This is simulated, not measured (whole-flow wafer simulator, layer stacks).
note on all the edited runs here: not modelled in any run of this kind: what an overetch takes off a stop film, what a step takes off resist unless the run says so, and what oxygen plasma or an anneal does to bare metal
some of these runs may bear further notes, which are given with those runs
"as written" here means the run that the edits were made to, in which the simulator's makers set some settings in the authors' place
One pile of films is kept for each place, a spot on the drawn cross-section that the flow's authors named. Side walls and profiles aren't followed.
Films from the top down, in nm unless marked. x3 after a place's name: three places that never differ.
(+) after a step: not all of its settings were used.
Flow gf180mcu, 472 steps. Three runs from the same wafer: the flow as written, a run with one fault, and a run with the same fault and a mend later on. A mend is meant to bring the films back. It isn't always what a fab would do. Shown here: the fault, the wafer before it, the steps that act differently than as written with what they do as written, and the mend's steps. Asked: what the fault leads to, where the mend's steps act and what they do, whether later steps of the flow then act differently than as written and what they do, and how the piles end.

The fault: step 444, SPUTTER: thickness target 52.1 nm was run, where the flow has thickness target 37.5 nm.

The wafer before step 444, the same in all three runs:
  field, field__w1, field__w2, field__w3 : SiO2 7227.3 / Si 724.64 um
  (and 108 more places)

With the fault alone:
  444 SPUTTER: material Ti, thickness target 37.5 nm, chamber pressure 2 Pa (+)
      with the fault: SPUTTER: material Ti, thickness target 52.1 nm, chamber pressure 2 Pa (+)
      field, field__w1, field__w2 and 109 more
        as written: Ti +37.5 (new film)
        with the fault: Ti +52.1 (new film)
  Later steps of the flow that act differently than as written (4 more steps differ only slightly, by at most 2% or 0.5 nm, whichever is larger, and aren't shown):
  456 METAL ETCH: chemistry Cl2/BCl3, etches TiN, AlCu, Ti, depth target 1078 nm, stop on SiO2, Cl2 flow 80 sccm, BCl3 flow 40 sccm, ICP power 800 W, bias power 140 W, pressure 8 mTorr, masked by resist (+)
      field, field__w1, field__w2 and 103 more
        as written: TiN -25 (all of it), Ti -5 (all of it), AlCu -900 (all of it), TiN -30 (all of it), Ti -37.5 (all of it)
        with the fault: TiN -25 (all of it), Ti -5 (all of it), AlCu -900 (all of it), TiN -30 (all of it), Ti -52.1 (all of it)
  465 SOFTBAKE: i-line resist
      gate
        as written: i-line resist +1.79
        with the fault: i-line resist -0.24
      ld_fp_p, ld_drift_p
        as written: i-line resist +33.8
        with the fault: i-line resist +27.6
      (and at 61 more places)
  At the end the piles differ from the flow's by more than 2% or 0.5 nm, whichever is larger, at field__w8, contact, m1, m1__w1, pad, m1_nw.
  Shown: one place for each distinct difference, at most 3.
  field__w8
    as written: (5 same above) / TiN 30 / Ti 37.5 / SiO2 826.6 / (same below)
    with the fault: (5 same above) / TiN 30 / Ti 52.1 / SiO2 826.6 / (same below)
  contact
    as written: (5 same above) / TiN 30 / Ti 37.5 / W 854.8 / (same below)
    with the fault: (5 same above) / TiN 30 / Ti 52.1 / W 854.8 / (same below)
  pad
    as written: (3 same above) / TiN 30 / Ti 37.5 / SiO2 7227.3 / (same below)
    with the fault: (3 same above) / TiN 30 / Ti 52.1 / SiO2 7227.3 / (same below)

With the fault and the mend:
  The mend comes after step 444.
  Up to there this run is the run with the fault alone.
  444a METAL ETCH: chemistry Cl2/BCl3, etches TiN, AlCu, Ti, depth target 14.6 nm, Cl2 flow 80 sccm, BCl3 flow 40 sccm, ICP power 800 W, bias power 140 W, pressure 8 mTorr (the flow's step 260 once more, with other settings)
      field, field__w1, field__w2 and 109 more
        Ti -14.6
  No later step of the flow acts differently than as written at any place that is followed.
  At the end the piles are the same as the flow's at every place that both follow.
